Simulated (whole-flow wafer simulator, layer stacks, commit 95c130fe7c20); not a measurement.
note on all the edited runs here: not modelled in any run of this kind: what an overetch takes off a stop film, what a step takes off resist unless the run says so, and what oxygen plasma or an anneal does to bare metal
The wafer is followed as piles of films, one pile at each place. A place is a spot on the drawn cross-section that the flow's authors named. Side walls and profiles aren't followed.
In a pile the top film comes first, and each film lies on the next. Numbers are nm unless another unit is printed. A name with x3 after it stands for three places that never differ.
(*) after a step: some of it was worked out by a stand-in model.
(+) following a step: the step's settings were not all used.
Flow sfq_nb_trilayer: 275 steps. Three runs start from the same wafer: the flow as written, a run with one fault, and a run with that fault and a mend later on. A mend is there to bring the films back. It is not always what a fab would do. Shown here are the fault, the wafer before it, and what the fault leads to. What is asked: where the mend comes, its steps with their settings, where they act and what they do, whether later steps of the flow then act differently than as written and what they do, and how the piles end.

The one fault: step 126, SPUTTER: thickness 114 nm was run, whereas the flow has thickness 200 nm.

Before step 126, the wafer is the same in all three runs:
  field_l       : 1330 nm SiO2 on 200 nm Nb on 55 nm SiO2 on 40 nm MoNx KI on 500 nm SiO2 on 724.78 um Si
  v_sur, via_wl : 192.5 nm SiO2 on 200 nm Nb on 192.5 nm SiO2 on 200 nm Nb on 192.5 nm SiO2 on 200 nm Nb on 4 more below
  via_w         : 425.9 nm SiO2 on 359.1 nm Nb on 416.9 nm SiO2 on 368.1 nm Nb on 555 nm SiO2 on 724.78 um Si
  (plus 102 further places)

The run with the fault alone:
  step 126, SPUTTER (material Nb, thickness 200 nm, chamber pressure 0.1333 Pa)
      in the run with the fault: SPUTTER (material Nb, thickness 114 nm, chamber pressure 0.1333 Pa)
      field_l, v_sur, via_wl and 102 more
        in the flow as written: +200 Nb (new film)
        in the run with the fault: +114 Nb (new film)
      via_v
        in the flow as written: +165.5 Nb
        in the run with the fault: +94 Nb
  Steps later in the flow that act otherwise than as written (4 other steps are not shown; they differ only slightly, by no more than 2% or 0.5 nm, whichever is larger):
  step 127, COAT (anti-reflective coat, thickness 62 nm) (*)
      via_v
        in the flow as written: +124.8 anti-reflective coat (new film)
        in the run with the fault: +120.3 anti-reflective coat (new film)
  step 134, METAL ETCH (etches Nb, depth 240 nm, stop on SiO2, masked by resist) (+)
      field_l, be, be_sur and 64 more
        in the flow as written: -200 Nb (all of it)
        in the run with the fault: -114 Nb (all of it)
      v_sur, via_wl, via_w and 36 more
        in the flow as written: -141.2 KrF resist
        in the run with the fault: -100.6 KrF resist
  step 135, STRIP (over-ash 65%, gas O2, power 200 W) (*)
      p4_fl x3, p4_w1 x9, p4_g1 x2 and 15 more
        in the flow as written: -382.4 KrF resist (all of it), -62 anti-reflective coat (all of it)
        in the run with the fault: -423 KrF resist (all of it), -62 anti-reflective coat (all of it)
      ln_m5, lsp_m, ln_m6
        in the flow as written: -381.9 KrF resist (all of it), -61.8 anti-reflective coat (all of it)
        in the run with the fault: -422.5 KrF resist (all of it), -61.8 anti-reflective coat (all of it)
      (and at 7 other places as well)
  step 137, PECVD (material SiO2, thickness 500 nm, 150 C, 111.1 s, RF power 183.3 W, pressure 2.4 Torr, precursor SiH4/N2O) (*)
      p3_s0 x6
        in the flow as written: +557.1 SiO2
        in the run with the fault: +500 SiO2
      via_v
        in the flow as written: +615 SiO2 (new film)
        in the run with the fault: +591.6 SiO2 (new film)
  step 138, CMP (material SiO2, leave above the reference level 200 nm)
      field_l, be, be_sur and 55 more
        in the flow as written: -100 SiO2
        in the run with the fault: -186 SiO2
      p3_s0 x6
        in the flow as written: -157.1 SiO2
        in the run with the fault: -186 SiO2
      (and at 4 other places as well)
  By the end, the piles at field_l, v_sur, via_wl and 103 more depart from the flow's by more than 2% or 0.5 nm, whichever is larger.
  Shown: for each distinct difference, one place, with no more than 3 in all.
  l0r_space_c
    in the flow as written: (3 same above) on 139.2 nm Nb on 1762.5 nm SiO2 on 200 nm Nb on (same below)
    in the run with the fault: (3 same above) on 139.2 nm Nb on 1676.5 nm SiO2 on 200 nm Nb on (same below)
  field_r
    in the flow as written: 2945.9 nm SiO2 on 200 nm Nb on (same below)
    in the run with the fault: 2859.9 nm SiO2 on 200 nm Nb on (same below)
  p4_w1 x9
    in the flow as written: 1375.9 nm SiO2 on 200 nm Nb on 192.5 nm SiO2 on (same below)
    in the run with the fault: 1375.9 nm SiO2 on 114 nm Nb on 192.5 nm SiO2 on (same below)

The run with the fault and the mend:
  After step 132 comes the mend.
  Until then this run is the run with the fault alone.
  step 132a, STRIP (over-ash 65%, gas O2, power 200 W) (*)
      p3_s0 x6, p3_fr x3, wl_d_sl and 38 more
        -62 anti-reflective coat (all of it)
      p4_fl x3, p4_w1 x9, p4_g1 x2 and 15 more
        -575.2 KrF resist (all of it), -62 anti-reflective coat (all of it)
      moat, field_r, lsp_l, lsp_r, l0_sur, l0v
        -61.8 anti-reflective coat (all of it)
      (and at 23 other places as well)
  step 132b, SPUTTER (material Nb, thickness 86 nm, chamber pressure 0.1333 Pa) (a further turn of the flow's step 126, with different settings)
      field_l, v_sur, via_wl and 102 more
        +86 Nb
      via_v
        +69.1 Nb
  step 132c, COAT (anti-reflective coat, thickness 62 nm) (*) (a further turn of the flow's step 127)
      p4_fl x3, p4_w1 x9, p4_g1 x2 and 63 more
        +62 anti-reflective coat (new film)
      moat, field_r, lsp_l and 6 more
        +61.8 anti-reflective coat (new film)
      be_r, r_sur, res, r_end
        +61.7 anti-reflective coat (new film)
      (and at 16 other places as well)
  step 132d, COAT (KrF resist, thickness 600 nm) (*) (a further turn of the flow's step 128)
      p4_fl x3, p4_w1 x9, p4_g1 x2 and 63 more
        +600 KrF resist (new film)
      field_r, lsp_l, ln_m5, lsp_m, l0v
        +599.5 KrF resist (new film)
      ln_m6, lsp_r, l0_sur
        +599.6 KrF resist (new film)
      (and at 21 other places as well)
  step 132e, SOFTBAKE (KrF resist) (a further turn of the flow's step 129)
      does not change any film at any place that is followed
  step 132f, EXPOSE (photomask M4, dose 12.11 mJ/cm2, NA 0.6, wavelength 248 nm) (*) (a further turn of the flow's step 130)
      does not change any film at any place that is followed
  step 132g, PEB (KrF resist, 90 s) (a further turn of the flow's step 131)
      field_l, v_sur, via_wl and 97 more
        -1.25 KrF resist
      via_w, via_wr, via_sp, wire, be
        -1.24 KrF resist
      via_v
        -1.61 KrF resist
  step 132h, DEVELOP (KrF resist, thickness 600 nm, 60 s) (a further turn of the flow's step 132)
      p3_s0 x6, p3_fr x3, wl_d_sl and 38 more
        -598.7 KrF resist (all of it)
      v_sur, via_wl, via_w and 36 more
        -23.5 KrF resist
      moat, field_r, lsp_l
        -598.2 KrF resist (all of it)
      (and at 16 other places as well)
  None of the later steps of the flow differs from how it acts as written, at any place that is followed, by more than 2% or 0.5 nm, whichever is larger.
  The piles end only slightly different from the flow's at the places that both follow, by no more than 2% or 0.5 nm, whichever is larger.
